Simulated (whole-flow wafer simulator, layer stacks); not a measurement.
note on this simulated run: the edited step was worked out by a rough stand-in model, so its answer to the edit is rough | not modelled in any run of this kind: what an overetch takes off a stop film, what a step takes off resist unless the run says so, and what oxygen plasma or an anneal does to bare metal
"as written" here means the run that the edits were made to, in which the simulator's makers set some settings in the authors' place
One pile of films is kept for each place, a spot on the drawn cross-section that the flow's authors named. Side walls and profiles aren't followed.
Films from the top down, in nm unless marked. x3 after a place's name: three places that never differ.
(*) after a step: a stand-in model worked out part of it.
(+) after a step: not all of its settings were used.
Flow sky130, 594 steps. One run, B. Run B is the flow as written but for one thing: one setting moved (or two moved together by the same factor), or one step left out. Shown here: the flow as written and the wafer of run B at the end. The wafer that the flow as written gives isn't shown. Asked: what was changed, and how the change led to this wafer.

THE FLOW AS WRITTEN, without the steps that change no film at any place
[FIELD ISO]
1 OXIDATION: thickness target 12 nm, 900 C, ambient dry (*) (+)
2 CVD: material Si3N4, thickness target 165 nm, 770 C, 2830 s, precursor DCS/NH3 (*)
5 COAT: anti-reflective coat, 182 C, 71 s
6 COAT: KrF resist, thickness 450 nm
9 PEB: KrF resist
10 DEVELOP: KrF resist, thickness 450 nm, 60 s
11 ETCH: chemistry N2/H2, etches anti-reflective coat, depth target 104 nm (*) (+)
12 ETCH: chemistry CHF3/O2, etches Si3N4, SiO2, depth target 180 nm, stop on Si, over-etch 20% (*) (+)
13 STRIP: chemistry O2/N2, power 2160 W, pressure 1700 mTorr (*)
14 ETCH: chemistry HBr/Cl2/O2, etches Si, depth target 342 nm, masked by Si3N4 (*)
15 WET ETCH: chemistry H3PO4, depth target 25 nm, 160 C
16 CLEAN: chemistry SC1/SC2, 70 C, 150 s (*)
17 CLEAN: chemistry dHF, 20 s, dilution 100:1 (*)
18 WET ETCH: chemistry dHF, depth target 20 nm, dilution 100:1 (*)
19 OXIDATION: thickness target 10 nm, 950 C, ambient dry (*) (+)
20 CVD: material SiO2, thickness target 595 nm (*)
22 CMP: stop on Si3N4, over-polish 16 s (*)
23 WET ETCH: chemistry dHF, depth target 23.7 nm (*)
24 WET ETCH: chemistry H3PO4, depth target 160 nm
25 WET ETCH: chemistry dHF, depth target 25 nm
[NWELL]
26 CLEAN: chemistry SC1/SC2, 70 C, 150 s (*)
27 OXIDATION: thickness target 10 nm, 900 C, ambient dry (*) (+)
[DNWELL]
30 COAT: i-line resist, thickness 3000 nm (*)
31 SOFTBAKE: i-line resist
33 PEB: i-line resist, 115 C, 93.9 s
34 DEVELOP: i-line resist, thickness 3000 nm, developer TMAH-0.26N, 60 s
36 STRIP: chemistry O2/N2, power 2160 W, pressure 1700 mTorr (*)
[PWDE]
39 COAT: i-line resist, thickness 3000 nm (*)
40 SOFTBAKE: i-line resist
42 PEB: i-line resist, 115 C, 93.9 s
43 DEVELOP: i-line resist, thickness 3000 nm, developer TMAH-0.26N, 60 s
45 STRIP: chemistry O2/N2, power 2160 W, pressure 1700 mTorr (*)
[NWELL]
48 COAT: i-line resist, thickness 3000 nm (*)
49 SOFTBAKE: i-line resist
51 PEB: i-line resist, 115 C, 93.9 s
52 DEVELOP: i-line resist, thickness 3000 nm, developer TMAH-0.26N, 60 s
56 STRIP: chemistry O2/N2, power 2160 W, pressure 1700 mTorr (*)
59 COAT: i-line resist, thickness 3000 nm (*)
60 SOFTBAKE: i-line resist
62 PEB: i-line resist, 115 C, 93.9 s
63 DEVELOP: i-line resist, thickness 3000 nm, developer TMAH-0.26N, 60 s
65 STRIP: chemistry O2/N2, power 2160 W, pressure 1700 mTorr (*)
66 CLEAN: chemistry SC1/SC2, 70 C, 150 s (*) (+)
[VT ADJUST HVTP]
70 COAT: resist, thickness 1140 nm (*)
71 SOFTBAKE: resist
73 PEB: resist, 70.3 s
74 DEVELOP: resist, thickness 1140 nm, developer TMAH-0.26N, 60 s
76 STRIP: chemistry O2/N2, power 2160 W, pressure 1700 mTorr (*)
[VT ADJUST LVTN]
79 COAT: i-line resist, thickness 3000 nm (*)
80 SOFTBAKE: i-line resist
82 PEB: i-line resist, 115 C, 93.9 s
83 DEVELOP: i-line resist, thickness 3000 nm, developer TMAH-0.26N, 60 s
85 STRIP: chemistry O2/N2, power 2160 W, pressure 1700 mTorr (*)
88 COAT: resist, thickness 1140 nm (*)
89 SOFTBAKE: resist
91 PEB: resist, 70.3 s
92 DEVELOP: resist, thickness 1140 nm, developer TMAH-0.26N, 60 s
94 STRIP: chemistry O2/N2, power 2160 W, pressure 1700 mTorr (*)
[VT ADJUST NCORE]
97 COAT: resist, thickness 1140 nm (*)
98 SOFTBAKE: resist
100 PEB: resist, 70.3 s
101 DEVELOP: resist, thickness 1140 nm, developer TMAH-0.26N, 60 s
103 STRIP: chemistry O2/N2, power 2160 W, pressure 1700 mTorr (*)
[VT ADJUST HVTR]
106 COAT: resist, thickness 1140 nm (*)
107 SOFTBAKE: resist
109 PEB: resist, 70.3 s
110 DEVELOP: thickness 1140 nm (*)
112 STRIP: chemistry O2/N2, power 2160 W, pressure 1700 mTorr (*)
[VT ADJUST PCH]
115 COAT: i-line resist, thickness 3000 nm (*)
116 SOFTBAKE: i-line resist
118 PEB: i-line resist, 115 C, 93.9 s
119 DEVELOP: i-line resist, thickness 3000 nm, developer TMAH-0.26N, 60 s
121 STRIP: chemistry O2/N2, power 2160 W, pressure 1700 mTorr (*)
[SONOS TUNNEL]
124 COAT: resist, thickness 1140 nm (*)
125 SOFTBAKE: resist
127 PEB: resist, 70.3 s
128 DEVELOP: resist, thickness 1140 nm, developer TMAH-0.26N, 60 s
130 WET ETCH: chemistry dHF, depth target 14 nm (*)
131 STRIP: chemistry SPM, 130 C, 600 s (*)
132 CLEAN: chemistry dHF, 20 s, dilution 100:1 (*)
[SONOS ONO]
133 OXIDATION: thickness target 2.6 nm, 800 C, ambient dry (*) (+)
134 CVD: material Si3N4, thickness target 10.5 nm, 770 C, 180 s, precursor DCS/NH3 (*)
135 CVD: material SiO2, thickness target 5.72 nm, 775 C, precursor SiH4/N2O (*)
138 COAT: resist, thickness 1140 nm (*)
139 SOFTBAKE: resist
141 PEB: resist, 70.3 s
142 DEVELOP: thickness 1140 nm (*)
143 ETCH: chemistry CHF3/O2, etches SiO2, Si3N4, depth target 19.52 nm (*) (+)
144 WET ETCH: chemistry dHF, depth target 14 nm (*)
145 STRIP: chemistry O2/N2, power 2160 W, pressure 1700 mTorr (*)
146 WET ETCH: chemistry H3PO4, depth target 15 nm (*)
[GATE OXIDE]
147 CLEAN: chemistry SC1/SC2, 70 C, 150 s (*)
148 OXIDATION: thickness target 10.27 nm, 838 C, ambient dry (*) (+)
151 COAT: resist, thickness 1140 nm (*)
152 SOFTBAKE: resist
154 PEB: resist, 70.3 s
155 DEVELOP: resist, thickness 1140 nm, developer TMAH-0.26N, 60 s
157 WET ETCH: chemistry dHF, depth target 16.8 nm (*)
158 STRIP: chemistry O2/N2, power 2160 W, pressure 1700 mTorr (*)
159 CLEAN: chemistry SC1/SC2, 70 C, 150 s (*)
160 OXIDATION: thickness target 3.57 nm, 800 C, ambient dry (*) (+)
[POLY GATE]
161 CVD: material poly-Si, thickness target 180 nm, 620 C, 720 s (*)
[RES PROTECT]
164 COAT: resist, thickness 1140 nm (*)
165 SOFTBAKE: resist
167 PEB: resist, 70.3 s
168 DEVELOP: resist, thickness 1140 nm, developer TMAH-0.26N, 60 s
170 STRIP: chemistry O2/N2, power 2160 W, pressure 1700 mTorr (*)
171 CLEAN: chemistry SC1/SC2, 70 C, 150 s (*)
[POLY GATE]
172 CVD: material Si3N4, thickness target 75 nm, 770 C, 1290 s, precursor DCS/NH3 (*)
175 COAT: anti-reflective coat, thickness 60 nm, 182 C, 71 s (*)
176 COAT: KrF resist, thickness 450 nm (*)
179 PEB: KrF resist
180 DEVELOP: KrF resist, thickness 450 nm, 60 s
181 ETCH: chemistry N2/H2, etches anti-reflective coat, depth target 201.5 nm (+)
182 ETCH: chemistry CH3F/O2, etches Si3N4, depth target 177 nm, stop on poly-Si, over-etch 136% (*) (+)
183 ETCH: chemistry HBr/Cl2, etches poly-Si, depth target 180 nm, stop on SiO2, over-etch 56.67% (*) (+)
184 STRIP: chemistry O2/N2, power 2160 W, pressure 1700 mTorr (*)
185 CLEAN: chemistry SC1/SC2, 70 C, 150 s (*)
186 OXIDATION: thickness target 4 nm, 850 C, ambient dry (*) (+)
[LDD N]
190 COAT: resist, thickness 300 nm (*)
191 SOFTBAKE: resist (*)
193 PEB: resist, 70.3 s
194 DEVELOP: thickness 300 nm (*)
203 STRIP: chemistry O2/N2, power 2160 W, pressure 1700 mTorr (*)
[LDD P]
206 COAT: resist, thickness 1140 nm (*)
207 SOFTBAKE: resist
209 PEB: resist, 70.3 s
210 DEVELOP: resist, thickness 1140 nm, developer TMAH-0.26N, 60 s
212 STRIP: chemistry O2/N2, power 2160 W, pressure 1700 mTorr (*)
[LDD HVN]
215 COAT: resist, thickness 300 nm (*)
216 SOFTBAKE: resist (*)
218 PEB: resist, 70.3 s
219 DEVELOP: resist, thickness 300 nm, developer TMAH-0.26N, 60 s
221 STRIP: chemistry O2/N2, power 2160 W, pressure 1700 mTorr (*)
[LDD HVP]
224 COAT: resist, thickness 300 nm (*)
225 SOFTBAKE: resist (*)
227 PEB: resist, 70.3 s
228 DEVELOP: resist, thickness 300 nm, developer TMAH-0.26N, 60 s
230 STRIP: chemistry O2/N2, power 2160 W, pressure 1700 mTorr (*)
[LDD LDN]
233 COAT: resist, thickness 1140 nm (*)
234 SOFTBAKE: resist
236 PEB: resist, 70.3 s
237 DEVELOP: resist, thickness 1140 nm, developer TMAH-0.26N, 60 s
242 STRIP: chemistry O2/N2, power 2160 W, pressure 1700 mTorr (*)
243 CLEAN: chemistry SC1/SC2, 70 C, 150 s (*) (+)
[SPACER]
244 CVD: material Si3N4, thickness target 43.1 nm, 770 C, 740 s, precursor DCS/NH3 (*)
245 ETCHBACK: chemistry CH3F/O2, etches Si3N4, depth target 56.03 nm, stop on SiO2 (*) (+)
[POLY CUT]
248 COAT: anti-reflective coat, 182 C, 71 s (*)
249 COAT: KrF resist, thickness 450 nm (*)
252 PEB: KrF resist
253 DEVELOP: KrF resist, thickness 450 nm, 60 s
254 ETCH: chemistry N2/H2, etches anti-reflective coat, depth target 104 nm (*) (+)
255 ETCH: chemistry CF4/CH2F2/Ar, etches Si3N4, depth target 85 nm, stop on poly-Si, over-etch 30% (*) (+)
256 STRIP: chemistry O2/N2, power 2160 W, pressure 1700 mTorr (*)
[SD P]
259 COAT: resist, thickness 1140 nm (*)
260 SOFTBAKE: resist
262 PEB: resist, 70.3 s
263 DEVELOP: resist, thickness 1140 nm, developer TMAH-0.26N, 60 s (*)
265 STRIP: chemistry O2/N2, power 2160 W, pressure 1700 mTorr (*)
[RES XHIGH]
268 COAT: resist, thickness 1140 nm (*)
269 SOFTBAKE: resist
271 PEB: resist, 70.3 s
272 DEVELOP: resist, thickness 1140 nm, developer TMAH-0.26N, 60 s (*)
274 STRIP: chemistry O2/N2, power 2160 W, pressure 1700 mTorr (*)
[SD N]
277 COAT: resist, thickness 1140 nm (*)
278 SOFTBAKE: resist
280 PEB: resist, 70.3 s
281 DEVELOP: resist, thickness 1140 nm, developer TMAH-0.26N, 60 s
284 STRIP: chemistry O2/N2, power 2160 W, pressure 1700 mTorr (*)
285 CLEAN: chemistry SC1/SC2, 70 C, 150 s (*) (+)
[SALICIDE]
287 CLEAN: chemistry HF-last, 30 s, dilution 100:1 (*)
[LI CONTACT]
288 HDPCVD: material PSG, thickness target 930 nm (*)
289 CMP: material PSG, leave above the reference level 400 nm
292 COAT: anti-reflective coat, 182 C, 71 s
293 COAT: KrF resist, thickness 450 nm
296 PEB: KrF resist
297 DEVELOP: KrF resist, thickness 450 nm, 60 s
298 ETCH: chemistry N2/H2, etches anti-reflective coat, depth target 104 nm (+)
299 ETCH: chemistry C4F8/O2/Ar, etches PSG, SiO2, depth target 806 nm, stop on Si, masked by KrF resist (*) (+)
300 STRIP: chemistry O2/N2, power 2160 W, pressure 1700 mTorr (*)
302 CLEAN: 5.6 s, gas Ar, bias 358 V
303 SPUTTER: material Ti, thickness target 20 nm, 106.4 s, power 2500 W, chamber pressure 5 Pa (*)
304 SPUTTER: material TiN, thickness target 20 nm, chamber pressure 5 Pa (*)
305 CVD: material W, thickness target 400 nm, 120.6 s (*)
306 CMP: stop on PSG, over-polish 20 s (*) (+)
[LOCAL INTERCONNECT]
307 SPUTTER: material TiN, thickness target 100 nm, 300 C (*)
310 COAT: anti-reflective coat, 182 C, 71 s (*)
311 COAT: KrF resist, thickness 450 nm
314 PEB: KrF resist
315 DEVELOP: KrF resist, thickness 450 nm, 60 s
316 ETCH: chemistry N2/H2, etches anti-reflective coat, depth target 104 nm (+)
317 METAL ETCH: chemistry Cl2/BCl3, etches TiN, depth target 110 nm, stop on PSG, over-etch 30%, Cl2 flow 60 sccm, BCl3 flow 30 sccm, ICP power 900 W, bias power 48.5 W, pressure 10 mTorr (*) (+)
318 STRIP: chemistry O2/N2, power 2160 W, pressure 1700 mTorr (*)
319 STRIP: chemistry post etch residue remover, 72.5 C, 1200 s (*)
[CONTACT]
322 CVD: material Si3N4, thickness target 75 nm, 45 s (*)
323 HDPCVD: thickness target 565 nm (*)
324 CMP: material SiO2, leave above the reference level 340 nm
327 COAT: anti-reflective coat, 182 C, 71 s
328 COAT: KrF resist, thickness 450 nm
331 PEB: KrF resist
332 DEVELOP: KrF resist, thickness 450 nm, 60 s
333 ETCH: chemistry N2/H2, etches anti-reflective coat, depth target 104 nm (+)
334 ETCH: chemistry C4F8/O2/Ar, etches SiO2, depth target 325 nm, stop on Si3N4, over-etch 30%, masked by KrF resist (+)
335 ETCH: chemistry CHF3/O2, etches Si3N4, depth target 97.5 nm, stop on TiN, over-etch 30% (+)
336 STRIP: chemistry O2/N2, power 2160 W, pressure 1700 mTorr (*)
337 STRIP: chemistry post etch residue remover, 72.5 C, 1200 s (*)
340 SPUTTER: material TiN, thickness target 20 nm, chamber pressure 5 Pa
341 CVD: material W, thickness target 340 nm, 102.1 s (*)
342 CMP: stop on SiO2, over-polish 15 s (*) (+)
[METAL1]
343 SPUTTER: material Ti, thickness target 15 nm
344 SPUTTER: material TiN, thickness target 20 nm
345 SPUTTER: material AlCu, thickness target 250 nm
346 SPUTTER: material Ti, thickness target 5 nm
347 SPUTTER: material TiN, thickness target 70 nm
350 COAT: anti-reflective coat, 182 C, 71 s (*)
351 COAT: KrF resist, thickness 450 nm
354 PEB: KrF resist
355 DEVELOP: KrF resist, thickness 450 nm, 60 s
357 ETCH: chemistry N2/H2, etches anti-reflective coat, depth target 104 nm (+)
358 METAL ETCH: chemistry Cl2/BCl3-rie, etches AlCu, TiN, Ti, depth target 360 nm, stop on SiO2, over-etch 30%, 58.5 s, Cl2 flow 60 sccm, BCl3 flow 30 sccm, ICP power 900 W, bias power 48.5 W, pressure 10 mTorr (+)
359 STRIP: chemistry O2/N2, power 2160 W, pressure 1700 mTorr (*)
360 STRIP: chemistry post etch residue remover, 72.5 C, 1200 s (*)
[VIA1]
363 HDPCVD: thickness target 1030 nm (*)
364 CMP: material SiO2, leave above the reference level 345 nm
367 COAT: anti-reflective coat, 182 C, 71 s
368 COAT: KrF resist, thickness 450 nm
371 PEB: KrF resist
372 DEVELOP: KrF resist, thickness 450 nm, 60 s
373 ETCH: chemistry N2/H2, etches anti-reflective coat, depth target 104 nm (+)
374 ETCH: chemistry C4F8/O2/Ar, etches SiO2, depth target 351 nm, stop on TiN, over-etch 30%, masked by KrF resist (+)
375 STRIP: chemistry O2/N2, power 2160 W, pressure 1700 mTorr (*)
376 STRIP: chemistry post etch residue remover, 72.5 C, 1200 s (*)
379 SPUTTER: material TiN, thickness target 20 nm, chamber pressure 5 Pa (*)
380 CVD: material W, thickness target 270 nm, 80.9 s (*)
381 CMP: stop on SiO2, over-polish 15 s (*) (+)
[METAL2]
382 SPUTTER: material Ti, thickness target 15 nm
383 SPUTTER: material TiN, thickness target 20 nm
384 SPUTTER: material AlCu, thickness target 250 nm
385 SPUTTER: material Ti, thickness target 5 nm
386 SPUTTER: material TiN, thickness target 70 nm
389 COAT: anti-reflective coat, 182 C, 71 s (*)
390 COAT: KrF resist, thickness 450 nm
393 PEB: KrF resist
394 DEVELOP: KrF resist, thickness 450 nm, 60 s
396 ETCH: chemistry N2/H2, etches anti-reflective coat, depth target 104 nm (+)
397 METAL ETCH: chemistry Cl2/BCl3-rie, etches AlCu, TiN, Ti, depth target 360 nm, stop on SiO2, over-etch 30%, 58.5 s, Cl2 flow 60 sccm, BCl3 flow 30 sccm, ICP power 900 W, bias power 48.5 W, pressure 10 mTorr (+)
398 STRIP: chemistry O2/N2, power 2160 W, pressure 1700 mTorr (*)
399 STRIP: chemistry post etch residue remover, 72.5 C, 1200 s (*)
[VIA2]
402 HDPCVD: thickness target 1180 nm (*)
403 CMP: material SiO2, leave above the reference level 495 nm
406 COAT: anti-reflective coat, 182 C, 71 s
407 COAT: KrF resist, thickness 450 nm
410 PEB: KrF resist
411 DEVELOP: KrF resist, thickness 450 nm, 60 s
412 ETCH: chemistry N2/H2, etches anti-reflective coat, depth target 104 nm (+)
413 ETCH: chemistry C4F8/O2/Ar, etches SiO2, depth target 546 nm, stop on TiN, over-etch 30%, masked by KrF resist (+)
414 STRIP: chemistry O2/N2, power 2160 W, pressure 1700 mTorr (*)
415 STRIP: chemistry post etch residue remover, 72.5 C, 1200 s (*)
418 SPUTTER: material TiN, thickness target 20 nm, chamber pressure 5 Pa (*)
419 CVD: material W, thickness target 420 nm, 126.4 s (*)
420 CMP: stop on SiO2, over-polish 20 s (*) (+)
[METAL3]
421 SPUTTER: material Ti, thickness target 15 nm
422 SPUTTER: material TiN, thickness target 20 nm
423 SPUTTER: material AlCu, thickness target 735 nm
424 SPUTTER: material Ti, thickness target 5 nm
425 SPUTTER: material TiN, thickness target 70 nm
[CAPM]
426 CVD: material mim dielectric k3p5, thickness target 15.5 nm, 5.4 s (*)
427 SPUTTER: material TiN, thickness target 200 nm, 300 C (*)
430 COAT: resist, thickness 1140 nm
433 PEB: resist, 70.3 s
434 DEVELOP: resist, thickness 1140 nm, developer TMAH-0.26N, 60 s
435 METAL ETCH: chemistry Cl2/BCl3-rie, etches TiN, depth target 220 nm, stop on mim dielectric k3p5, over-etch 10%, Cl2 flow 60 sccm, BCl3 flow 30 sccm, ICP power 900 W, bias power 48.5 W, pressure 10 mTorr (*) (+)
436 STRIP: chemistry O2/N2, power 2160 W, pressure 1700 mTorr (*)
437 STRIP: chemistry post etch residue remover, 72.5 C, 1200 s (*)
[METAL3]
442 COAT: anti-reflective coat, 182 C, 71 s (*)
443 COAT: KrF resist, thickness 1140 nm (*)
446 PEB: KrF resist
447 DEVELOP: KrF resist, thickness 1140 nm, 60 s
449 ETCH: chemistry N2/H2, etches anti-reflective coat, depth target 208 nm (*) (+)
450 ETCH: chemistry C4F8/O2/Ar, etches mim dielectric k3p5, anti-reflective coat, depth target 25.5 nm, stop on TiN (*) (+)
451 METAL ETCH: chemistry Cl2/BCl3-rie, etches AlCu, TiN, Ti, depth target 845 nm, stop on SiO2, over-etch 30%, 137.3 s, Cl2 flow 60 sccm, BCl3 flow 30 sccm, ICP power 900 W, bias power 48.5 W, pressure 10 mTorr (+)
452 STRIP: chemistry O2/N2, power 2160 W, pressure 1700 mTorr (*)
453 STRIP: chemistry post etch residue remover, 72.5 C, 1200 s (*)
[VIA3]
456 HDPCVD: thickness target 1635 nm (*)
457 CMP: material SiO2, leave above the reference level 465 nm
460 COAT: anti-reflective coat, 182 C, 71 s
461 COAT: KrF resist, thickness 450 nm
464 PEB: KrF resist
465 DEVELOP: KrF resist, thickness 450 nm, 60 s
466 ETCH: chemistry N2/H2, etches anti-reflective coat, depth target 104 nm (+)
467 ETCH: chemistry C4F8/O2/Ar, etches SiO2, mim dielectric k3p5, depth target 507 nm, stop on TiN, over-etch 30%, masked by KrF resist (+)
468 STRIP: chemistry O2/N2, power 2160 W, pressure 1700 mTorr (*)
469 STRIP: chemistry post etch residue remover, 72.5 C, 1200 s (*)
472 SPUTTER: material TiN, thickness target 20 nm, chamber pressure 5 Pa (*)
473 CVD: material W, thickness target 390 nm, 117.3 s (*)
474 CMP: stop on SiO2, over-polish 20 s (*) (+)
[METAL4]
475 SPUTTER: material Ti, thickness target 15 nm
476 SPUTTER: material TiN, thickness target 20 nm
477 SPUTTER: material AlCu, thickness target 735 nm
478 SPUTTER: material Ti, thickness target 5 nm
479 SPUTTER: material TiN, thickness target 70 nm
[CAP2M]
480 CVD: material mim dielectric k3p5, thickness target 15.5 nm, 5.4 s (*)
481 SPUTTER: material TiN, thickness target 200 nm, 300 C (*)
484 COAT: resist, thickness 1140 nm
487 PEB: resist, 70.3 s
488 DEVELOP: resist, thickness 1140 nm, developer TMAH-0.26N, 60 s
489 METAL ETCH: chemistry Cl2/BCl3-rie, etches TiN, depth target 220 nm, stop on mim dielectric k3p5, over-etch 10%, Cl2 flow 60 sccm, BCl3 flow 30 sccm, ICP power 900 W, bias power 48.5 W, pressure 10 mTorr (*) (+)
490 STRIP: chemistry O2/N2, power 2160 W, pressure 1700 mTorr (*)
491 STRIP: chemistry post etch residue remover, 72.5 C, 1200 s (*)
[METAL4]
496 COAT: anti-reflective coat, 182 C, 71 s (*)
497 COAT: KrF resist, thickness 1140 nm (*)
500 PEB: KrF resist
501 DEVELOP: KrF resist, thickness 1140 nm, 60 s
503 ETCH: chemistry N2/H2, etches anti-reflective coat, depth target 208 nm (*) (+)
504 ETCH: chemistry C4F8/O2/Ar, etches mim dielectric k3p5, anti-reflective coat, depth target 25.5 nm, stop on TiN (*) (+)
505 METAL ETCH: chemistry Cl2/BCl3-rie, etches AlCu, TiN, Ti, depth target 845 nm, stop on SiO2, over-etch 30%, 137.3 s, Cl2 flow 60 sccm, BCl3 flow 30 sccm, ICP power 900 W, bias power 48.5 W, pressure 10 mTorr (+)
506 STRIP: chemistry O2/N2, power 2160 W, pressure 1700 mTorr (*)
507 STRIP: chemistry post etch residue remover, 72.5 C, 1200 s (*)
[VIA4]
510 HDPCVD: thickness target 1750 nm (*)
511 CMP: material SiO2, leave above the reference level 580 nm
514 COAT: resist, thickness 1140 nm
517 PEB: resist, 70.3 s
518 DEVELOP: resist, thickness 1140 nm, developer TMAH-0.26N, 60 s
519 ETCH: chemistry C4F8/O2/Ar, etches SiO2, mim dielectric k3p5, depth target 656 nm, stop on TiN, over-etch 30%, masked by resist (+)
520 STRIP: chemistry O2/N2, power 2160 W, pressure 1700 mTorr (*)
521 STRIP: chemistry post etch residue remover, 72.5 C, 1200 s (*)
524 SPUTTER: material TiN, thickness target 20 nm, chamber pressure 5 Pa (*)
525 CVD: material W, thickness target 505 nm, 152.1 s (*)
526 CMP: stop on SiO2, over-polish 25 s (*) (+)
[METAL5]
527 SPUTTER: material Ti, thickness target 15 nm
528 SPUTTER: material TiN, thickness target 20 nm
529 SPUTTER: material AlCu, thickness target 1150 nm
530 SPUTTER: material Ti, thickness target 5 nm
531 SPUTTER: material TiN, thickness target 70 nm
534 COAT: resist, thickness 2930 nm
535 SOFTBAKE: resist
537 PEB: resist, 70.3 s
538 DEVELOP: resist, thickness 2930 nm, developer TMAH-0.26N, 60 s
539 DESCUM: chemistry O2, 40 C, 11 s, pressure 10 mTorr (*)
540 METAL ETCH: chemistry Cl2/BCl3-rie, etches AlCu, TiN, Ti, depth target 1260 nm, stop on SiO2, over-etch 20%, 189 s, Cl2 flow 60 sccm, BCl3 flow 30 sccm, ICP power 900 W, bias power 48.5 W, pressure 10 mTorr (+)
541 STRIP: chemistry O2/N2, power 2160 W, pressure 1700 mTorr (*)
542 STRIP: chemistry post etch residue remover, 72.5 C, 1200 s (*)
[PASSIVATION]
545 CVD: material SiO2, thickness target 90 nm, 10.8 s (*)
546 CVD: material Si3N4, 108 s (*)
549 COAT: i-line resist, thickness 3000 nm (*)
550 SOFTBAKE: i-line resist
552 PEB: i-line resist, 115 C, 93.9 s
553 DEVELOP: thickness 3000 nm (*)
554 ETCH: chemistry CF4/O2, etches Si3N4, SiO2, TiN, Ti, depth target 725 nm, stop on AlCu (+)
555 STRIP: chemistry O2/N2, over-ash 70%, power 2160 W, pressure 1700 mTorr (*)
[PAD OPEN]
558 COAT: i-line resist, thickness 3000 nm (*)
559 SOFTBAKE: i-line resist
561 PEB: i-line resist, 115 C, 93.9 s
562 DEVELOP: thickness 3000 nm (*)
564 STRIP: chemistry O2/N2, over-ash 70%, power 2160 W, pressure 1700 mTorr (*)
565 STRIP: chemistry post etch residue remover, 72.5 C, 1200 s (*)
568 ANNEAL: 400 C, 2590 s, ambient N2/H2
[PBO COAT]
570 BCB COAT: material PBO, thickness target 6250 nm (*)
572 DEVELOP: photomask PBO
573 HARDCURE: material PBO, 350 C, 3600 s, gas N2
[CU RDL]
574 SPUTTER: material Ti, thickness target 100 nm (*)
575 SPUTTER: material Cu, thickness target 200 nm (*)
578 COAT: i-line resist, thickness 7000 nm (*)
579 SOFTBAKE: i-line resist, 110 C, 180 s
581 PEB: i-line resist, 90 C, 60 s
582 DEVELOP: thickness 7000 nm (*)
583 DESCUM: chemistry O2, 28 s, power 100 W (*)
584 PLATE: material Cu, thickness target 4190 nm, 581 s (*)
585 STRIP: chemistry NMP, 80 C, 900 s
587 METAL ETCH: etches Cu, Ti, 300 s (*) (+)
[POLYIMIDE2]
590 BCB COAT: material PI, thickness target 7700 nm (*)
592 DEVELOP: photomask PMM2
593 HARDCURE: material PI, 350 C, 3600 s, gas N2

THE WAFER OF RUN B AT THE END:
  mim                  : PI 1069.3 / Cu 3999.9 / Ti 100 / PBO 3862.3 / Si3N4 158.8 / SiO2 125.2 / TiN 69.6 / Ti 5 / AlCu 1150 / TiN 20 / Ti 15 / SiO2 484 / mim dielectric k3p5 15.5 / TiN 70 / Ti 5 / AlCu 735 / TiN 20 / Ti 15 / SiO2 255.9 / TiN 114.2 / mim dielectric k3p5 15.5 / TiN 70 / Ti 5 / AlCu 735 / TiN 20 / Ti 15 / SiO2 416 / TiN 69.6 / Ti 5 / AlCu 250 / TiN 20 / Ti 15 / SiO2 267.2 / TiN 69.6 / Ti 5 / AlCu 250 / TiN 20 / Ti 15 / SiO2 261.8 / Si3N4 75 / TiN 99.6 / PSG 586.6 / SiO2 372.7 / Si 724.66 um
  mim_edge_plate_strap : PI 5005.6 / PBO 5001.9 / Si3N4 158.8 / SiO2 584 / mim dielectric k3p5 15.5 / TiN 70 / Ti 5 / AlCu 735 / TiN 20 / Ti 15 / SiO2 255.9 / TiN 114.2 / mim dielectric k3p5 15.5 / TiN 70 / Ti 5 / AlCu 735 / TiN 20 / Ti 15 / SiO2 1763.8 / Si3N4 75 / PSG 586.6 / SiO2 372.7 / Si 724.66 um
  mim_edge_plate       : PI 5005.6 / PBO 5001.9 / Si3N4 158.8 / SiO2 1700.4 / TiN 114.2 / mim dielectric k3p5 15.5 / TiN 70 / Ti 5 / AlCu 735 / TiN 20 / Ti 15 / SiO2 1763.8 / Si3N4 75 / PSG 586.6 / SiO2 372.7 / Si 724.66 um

The cause: step 427, SPUTTER: thickness target 115 nm was run, where the flow has thickness target 200 nm.

How the change led to this, step by step:
  427 SPUTTER: material TiN, thickness target 200 nm, 300 C (*)
      field, active, n_well and 188 more: TiN +115 (new film) (as written it would be: TiN +200 (new film))
  435 METAL ETCH: chemistry Cl2/BCl3-rie, etches TiN, depth target 220 nm, stop on mim dielectric k3p5, over-etch 10%, Cl2 flow 60 sccm, BCl3 flow 30 sccm, ICP power 900 W, bias power 48.5 W, pressure 10 mTorr (*) (+)
      field, active, n_well and 185 more: TiN -115 (all of it) (as written it would be: TiN -200 (all of it))
      mim, mim_edge_plate_strap, mim_edge_plate: resist -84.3 (as written it would be: resist -146.7)
  436 STRIP: chemistry O2/N2, power 2160 W, pressure 1700 mTorr (*)
      mim, mim_edge_plate_strap, mim_edge_plate: resist -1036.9 (all of it) (as written it would be: resist -974.6 (all of it))
  442 COAT: anti-reflective coat, 182 C, 71 s (*)
      poly_licon, rpo_hd_licon: anti-reflective coat +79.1 (new film) (as written it would be: anti-reflective coat +57.6 (new film))
      mim: anti-reflective coat +30.1 (new film) (as written it would be: anti-reflective coat +40.4 (new film))
      (and at 8 more places)
  443 COAT: KrF resist, thickness 1140 nm (*)
      mim_edge_plate_strap, mim_edge_plate: KrF resist +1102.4 (new film) (as written it would be: KrF resist +1017.4 (new film))
      poly_licon, rpo_hd_licon: KrF resist +1147.5 (new film) (as written it would be: KrF resist +1171.3 (new film))
      (and at 3 more places)
  447 DEVELOP: KrF resist, thickness 1140 nm, 60 s
      poly_licon, rpo_hd_licon: KrF resist -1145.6 (all of it) (as written it would be: KrF resist -1169.3 (all of it))
      rxpo_ln: KrF resist -1139.8 (all of it) (as written it would be: KrF resist -1165.6 (all of it))
  449 ETCH: chemistry N2/H2, etches anti-reflective coat, depth target 208 nm (*) (+)
      poly_licon, rpo_hd_licon: anti-reflective coat -79.1 (all of it) (as written it would be: anti-reflective coat -57.6 (all of it))
      rpo_hd: anti-reflective coat -75.8 (all of it) (as written it would be: anti-reflective coat -62 (all of it))
      (and at 2 more places)
  452 STRIP: chemistry O2/N2, power 2160 W, pressure 1700 mTorr (*)
      mim_edge_plate_strap, mim_edge_plate: KrF resist -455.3 (all of it), anti-reflective coat -3 (all of it) (as written it would be: KrF resist -370.5 (all of it), anti-reflective coat -3 (all of it))
      mim: KrF resist -448.9 (all of it), anti-reflective coat -30.1 (all of it) (as written it would be: KrF resist -378.7 (all of it), anti-reflective coat -40.4 (all of it))
      (and at 5 more places)
  457 CMP: material SiO2, leave above the reference level 465 nm
      mim, mim_edge_plate_strap, mim_edge_plate: SiO2 -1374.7 (as written it would be: SiO2 -1459.7)
